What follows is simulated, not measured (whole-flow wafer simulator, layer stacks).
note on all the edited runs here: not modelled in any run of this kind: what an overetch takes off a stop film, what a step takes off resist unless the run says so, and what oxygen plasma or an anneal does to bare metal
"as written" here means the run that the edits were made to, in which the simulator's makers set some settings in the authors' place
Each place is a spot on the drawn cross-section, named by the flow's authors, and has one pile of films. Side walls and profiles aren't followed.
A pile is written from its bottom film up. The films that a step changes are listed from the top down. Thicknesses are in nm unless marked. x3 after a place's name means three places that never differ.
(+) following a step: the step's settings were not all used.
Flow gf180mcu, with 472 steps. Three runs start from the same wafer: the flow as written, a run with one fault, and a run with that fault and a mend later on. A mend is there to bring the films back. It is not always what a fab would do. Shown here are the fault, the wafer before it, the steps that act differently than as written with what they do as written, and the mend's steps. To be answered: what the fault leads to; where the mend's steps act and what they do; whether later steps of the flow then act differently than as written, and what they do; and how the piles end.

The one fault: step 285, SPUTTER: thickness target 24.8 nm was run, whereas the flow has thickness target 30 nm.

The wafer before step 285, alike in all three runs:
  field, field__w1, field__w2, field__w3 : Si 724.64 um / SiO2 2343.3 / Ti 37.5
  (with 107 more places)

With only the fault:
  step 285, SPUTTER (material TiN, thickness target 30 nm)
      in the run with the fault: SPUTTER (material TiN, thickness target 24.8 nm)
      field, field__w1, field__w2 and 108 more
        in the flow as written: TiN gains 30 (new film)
        in the run with the fault: TiN gains 24.8 (new film)
  Later steps of the flow acting differently than as written (1 other step is not shown; it differs only slightly, by no more than 2% or 0.5 nm, whichever is larger):
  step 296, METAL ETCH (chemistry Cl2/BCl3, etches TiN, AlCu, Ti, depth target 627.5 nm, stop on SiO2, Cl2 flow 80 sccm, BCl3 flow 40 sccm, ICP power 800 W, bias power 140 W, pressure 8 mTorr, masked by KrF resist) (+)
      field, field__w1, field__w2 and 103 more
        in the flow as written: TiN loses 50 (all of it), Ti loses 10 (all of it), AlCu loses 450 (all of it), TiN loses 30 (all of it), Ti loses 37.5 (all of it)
        in the run with the fault: TiN loses 50 (all of it), Ti loses 10 (all of it), AlCu loses 450 (all of it), TiN loses 24.8 (all of it), Ti loses 37.5 (all of it)
  At field__w8, contact, m1, m1__w1, m1_nw, the piles at the end differ from the flow's by more than 2% or 0.5 nm, whichever is larger.
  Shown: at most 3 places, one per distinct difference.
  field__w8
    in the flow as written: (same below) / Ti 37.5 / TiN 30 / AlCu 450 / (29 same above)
    in the run with the fault: (same below) / Ti 37.5 / TiN 24.8 / AlCu 450 / (29 same above)
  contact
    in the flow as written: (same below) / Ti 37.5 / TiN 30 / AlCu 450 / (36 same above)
    in the run with the fault: (same below) / Ti 37.5 / TiN 24.8 / AlCu 450 / (36 same above)

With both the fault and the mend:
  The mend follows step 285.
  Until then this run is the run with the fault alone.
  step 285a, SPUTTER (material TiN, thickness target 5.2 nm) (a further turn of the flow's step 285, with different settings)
      field, field__w1, field__w2 and 108 more
        TiN gains 5.2
  Later steps of the flow that are run all act as written at every place that is followed.
  At every place that both follow, the piles at the end match the flow's.
